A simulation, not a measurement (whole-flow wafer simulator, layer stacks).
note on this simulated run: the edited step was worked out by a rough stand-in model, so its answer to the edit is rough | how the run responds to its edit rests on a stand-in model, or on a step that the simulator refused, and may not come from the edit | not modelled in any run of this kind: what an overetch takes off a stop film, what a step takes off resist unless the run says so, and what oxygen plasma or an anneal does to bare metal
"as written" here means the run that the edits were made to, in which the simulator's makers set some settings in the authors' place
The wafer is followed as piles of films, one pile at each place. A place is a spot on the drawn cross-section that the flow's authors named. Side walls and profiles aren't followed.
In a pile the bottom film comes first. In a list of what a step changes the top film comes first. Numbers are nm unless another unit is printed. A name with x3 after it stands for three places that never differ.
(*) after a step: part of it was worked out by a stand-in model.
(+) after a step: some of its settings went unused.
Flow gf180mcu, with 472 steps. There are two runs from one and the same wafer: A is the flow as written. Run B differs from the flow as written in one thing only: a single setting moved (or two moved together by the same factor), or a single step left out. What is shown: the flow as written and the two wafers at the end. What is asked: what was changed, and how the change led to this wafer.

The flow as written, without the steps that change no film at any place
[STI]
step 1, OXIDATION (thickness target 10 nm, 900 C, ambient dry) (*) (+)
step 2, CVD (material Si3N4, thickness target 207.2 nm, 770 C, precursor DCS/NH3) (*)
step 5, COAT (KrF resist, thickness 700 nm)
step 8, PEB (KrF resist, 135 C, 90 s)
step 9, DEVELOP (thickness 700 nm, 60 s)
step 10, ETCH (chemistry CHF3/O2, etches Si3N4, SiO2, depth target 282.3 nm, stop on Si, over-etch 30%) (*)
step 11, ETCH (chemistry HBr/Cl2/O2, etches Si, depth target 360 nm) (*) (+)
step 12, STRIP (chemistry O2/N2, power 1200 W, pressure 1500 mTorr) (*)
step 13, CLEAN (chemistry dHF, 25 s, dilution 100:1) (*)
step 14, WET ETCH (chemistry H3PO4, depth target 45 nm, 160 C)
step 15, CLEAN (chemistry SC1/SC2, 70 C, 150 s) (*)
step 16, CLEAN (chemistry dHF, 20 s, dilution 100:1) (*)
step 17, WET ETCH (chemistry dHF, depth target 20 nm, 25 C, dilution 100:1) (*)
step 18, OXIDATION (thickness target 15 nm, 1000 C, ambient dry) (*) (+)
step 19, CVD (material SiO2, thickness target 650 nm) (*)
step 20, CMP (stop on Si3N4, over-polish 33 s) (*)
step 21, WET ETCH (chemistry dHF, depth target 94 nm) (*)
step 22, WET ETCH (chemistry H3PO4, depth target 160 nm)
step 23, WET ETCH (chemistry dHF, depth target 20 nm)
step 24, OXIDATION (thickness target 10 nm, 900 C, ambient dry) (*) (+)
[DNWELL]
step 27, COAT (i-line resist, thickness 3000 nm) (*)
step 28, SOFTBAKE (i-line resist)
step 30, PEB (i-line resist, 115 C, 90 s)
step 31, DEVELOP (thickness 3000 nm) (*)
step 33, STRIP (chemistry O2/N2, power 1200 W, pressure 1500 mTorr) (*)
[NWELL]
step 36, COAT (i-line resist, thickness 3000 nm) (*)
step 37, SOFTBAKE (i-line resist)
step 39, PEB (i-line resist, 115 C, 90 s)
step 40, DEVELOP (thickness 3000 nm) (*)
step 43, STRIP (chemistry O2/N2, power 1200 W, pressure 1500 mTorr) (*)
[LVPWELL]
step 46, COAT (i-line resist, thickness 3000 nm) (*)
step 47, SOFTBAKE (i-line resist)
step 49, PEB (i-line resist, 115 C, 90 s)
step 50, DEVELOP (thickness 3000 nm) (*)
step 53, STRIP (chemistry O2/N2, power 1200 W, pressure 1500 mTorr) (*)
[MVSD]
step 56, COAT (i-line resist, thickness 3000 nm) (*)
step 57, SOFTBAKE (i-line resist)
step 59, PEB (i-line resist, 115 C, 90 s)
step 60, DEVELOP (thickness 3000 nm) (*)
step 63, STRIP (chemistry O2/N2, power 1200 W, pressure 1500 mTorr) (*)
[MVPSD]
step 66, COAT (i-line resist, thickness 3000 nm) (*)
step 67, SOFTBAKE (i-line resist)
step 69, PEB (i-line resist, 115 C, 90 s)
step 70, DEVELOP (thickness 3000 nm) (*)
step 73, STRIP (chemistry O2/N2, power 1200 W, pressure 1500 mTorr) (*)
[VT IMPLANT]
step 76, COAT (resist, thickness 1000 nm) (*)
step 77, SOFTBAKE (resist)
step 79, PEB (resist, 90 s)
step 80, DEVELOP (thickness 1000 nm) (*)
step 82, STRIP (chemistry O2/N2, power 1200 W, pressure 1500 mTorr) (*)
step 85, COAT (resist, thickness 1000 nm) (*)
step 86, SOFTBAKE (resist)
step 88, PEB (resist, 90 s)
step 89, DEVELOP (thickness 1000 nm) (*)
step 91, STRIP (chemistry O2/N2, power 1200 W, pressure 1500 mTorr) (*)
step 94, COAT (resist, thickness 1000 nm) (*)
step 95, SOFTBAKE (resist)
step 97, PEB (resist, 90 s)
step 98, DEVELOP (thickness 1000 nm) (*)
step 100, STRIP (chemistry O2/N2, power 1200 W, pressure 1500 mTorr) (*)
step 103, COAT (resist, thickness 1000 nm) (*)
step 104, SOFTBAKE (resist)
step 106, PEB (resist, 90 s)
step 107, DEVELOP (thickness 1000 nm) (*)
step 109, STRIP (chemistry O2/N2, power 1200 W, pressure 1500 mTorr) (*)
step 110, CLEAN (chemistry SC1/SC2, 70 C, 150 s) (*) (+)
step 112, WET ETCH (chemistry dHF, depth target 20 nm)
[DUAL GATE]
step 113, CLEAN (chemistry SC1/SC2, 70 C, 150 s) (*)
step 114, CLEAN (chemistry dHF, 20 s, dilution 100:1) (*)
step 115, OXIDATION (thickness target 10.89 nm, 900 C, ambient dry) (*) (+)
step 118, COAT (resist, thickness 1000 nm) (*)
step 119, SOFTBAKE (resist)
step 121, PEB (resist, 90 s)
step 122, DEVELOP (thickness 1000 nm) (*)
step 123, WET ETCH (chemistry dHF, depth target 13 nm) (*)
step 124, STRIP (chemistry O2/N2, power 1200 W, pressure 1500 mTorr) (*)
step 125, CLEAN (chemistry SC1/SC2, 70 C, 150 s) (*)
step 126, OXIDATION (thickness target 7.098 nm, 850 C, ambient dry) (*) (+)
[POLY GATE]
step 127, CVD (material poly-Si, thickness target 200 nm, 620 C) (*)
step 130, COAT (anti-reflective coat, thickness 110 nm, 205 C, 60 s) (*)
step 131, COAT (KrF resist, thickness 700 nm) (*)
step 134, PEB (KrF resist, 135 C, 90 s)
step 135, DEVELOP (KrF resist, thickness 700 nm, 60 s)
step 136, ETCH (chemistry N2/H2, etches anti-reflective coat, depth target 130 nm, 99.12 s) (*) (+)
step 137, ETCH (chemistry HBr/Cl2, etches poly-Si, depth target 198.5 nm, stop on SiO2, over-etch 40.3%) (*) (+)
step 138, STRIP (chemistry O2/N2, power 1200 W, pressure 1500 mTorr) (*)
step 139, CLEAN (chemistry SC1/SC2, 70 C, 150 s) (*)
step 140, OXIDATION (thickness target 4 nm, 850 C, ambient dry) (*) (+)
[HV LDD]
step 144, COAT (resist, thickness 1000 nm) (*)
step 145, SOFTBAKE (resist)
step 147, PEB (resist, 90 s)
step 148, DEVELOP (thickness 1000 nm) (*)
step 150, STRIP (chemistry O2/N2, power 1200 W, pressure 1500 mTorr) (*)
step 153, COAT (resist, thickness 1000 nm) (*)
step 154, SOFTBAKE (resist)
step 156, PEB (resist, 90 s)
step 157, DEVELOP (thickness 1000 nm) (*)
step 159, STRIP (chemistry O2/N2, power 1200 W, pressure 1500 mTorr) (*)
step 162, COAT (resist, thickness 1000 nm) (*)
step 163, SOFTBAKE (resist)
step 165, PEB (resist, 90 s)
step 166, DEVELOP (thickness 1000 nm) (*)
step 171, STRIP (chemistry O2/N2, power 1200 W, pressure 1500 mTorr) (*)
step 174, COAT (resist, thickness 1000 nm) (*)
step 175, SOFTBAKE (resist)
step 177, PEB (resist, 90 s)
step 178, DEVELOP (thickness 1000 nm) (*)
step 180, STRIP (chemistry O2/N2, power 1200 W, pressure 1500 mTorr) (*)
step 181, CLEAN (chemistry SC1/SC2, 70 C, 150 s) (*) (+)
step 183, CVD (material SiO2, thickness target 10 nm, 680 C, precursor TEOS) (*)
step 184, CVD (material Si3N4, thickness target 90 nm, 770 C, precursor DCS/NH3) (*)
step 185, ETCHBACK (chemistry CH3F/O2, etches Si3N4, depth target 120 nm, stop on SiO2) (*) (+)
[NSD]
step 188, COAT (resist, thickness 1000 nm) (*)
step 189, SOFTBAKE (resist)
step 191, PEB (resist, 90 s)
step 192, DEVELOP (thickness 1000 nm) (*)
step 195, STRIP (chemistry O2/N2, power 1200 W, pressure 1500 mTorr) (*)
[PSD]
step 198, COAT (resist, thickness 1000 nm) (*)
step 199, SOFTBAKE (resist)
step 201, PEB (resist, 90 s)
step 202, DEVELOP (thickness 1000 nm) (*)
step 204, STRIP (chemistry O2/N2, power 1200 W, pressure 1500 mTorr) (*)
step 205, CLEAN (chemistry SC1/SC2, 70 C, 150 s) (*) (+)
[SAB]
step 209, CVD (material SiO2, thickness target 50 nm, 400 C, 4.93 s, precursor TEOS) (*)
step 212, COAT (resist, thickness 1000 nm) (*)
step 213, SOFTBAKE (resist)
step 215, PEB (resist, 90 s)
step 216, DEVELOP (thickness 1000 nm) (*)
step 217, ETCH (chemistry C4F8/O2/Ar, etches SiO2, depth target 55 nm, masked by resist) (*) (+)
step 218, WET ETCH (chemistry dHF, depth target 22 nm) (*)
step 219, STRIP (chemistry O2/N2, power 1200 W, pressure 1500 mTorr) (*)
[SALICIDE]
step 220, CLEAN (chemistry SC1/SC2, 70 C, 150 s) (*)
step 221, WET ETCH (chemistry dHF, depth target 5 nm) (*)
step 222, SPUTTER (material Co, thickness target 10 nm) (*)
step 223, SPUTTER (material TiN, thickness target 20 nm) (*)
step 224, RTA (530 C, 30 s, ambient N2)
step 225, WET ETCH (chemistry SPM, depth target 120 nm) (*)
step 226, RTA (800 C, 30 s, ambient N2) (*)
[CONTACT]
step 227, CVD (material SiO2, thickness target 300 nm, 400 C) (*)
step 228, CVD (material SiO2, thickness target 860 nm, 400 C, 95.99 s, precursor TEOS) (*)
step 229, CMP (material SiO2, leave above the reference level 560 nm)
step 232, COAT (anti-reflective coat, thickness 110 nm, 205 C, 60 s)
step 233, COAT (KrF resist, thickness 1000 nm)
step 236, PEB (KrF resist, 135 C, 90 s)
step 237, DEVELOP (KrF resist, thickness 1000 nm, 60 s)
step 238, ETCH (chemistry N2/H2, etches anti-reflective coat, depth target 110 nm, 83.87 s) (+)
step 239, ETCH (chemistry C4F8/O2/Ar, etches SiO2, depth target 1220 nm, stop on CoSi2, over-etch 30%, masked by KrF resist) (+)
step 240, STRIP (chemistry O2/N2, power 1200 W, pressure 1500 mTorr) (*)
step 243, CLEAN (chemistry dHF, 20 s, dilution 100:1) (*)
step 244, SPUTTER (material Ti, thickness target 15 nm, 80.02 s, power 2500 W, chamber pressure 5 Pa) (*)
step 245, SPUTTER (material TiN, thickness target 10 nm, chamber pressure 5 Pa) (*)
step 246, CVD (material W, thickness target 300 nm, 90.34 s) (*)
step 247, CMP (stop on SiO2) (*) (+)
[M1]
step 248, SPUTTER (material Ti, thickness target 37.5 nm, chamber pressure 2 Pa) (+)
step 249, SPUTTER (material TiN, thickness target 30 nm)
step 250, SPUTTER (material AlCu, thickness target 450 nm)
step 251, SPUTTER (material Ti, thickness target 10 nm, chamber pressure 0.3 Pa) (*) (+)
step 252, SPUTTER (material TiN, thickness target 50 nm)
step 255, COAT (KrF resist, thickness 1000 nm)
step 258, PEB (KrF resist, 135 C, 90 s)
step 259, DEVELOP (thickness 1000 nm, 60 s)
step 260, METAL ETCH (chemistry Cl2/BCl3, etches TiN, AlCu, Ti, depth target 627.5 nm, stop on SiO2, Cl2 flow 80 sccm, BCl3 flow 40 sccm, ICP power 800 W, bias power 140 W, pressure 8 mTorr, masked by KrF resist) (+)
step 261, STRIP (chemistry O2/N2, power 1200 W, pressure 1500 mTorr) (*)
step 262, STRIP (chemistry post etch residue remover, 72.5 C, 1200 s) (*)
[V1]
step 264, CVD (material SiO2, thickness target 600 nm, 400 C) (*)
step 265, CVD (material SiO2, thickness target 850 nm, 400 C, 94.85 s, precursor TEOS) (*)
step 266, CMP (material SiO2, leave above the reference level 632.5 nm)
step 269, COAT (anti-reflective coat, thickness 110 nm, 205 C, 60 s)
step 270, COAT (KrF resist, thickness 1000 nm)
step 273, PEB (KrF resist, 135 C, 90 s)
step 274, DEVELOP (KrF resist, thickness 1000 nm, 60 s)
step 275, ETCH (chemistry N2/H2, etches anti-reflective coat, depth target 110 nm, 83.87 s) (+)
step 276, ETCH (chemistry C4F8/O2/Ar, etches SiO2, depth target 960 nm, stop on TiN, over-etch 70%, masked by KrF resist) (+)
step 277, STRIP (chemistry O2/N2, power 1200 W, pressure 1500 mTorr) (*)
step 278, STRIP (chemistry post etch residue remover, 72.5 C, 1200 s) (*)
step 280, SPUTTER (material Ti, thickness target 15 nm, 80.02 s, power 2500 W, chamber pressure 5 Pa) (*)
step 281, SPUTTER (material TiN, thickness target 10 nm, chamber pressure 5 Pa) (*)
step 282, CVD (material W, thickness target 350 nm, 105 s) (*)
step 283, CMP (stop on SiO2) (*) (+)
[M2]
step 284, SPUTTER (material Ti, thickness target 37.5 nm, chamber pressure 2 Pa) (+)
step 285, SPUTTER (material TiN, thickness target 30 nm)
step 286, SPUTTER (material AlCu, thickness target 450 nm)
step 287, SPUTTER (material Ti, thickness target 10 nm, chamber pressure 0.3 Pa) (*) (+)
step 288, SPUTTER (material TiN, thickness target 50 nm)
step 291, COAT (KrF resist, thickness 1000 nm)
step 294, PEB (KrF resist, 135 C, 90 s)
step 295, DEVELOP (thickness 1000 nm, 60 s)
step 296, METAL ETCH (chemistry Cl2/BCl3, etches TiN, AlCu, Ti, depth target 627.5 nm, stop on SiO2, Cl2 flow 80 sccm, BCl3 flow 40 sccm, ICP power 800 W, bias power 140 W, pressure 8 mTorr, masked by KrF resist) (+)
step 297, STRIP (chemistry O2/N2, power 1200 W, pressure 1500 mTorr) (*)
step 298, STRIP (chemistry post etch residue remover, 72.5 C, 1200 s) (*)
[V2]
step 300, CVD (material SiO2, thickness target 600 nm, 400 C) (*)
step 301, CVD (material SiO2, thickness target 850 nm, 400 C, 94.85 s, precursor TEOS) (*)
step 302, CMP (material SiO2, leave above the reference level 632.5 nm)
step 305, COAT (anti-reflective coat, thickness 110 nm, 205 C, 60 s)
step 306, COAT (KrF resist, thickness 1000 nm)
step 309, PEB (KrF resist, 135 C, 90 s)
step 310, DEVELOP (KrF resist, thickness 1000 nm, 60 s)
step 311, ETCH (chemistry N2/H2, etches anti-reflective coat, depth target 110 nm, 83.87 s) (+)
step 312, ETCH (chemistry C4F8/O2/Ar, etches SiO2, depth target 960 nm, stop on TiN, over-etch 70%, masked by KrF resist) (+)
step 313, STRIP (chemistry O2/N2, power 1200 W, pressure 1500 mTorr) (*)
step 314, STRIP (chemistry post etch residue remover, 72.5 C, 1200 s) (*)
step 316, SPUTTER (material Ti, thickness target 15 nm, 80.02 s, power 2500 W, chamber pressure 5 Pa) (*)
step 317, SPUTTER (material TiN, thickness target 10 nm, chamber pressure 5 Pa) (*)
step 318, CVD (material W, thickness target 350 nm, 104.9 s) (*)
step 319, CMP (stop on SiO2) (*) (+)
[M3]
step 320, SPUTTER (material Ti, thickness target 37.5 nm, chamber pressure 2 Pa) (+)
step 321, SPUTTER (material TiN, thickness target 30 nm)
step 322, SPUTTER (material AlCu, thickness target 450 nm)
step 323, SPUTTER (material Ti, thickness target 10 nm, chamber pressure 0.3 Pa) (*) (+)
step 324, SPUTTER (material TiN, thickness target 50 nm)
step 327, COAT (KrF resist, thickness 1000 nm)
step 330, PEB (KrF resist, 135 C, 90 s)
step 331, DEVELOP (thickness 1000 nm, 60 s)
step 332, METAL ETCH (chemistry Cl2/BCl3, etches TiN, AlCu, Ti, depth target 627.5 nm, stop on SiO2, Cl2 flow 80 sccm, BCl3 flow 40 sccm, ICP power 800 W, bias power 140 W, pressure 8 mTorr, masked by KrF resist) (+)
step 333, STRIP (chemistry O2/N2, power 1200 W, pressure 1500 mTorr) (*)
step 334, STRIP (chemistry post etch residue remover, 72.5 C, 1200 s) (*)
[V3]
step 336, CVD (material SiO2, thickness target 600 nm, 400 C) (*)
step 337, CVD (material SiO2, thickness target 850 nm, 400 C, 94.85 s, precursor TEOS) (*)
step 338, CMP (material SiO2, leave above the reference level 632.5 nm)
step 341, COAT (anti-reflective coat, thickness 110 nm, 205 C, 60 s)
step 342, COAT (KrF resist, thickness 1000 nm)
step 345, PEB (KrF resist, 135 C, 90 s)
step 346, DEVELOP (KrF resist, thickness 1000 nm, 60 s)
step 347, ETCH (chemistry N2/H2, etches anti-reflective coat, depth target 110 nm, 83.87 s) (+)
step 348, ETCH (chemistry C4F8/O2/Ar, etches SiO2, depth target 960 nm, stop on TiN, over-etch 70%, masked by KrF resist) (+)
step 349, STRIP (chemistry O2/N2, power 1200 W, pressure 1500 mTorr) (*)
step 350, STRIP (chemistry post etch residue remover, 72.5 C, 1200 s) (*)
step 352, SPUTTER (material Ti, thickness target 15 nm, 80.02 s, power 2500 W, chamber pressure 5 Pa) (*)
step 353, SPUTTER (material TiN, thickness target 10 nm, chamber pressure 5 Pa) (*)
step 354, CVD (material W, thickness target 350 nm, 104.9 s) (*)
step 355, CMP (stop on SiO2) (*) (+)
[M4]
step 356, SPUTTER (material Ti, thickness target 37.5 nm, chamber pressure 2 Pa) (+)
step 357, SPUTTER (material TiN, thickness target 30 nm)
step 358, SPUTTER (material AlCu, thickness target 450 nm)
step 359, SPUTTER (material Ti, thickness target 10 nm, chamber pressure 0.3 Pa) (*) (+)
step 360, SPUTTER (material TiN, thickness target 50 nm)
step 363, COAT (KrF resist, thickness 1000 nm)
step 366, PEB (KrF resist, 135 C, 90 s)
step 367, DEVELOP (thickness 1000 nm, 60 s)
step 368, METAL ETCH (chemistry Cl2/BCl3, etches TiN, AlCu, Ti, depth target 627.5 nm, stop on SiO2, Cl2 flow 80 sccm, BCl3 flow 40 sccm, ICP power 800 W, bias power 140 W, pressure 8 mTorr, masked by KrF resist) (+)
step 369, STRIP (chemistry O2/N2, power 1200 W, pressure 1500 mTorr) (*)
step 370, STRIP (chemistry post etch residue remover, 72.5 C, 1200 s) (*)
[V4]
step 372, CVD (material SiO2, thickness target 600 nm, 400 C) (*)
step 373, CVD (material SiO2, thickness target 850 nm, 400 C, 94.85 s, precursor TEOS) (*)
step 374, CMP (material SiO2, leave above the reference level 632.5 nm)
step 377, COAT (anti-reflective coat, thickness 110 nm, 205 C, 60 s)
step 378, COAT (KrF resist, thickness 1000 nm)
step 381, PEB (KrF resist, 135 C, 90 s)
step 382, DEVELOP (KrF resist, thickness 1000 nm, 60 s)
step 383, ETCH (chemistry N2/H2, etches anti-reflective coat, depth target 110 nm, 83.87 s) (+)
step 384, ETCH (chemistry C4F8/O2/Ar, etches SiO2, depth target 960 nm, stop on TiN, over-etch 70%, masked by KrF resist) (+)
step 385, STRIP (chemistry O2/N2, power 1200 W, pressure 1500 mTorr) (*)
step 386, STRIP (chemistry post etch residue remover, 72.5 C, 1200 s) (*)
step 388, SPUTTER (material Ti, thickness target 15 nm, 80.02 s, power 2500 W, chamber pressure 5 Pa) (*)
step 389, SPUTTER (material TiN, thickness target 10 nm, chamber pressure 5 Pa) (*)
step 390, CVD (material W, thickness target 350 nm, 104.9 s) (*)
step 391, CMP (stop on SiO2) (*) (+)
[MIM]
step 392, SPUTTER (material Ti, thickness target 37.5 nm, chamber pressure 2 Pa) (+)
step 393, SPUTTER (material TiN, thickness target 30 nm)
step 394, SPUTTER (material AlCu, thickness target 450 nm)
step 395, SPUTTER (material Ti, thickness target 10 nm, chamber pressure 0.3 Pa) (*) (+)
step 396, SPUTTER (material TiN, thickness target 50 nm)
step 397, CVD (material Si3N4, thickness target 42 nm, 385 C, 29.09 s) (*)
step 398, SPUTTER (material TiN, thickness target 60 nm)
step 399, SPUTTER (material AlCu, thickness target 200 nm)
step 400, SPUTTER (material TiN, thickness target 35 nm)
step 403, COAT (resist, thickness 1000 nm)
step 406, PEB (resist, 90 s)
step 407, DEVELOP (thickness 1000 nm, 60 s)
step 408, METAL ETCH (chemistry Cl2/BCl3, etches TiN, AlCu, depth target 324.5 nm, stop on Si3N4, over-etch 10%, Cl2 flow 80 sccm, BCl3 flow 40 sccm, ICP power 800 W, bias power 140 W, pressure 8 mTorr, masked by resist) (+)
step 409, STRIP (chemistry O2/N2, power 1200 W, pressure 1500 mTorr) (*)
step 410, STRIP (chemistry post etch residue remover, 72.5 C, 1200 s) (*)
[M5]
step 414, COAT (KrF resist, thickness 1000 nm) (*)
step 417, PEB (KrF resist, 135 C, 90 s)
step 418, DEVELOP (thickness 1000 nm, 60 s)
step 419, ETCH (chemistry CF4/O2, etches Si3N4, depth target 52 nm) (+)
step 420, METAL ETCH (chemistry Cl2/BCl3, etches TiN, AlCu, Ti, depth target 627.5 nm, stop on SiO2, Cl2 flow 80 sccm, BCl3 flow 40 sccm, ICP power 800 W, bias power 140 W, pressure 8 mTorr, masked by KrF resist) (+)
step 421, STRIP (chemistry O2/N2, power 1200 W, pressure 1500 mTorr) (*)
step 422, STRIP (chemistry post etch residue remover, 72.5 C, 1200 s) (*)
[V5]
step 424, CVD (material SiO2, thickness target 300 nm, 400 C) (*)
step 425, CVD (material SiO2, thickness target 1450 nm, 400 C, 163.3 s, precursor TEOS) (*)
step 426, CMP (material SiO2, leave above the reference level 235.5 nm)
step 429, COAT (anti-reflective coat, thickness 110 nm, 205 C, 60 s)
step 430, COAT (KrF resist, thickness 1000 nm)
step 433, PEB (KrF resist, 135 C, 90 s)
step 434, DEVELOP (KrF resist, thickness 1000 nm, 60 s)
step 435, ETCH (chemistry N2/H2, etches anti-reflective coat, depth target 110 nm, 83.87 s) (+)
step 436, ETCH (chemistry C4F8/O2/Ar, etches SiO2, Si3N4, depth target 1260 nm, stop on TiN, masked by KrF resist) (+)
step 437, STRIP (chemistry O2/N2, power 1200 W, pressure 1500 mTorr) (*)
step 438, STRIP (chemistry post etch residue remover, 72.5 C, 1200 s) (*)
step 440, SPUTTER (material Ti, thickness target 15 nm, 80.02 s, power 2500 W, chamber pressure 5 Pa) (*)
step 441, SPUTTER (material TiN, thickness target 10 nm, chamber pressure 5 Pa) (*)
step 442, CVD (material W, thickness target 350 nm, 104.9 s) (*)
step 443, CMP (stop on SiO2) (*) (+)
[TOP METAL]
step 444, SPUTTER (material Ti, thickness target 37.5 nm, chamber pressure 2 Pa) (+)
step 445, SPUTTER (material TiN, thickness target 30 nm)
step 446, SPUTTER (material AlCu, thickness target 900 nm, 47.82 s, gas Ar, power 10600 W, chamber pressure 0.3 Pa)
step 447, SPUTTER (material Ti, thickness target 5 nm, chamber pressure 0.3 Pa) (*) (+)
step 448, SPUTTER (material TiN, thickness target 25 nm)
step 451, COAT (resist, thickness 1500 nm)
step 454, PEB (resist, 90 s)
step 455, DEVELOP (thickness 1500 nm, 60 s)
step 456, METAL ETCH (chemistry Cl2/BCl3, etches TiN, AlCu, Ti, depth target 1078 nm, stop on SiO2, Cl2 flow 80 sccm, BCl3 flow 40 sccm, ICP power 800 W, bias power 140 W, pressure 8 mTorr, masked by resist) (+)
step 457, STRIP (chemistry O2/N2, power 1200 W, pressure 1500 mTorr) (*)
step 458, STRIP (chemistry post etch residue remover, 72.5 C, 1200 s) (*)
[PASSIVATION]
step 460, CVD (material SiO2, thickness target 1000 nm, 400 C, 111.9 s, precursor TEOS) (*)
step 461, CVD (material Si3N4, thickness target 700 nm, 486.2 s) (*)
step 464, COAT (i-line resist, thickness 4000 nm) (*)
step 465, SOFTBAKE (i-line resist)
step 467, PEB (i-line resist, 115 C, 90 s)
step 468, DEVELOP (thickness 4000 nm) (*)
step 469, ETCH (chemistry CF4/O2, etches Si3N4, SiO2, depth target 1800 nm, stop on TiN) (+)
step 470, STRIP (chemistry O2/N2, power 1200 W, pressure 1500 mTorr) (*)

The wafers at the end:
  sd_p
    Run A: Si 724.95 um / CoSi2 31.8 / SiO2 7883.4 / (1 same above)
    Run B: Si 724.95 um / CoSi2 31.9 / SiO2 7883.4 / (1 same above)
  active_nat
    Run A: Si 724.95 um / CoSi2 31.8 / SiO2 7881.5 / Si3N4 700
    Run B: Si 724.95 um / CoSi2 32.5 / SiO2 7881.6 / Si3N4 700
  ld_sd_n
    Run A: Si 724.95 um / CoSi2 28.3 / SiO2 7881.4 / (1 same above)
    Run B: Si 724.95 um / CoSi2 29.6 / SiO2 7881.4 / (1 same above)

The reason: step 185, ETCHBACK: depth target 160 nm was run, while the flow as written has depth target 120 nm.

Step by step, how the change led to this:
  step 185, ETCHBACK (chemistry CH3F/O2, etches Si3N4, depth target 120 nm, stop on SiO2) (*) (+)
      field, field__w1, field__w2 and 100 more: A Si3N4 loses 90 (all of it), SiO2 loses 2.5 | B Si3N4 loses 90 (all of it), SiO2 loses 5.83
  step 189, SOFTBAKE (resist)
      nw_sep_fld: A resist gains 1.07 | B resist loses 0.06
  step 199, SOFTBAKE (resist)
      nw_sep_fld: A resist gains 1.07 | B resist loses 0.06
  step 218, WET ETCH (chemistry dHF, depth target 22 nm) (*)
      gate, gate_hv, gate_p and 23 more: A SiO2 loses 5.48 (all of it) | B SiO2 loses 2.15 (all of it)
      active, p_well, sd_n, iso_ptap_pw, iso_ntap_nw, iso_ptap_sub, vpnp_e: A SiO2 loses 9.01 (all of it) | B SiO2 loses 5.68 (all of it)
      (and at 16 other places as well)
  step 222, SPUTTER (material Co, thickness target 10 nm) (*)
      field__w3: A Co gains 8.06 (new film) | B Co gains 8.63 (new film)
  step 223, SPUTTER (material TiN, thickness target 20 nm) (*)
      field__w2: A TiN gains 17 (new film) | B TiN gains 18.1 (new film)
      field__w3: A TiN gains 15.7 (new film) | B TiN gains 17 (new film)
      (and at 4 other places as well)
  step 224, RTA (530 C, 30 s, ambient N2)
      ld_sd_n: A under 1 film: CoSi gains 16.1 (new film), Co loses 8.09 (all of it), Si loses 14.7 | B under 1 film: CoSi gains 16.8 (new film), Co loses 8.47 (all of it), Si loses 15.4
      ld_drn_n: A under 1 film: CoSi gains 17.9 (new film), Co loses 9.02 (all of it), Si loses 16.4 | B under 1 film: CoSi gains 18.5 (new film), Co loses 9.29 (all of it), Si loses 16.9
      (and at 1 other place as well)
  step 225, WET ETCH (chemistry SPM, depth target 120 nm) (*)
      field__w2: A TiN loses 17 (all of it), Co loses 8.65 (all of it) | B TiN loses 18.1 (all of it), Co loses 9.15 (all of it)
      field__w3: A TiN loses 15.7 (all of it), Co loses 8.06 (all of it) | B TiN loses 17 (all of it), Co loses 8.63 (all of it)
      (and at 4 other places as well)
  step 226, RTA (800 C, 30 s, ambient N2) (*)
      active_nat: A CoSi2 gains 31.8 (new film), CoSi loses 18.1 (all of it), Si loses 16.5 | B CoSi2 gains 32.5 (new film), CoSi loses 18.5 (all of it), Si loses 16.9
      ld_sd_n: A CoSi2 gains 28.3 (new film), CoSi loses 16.1 (all of it), Si loses 14.7 | B CoSi2 gains 29.6 (new film), CoSi loses 16.8 (all of it), Si loses 15.4
      (and at 3 other places as well)
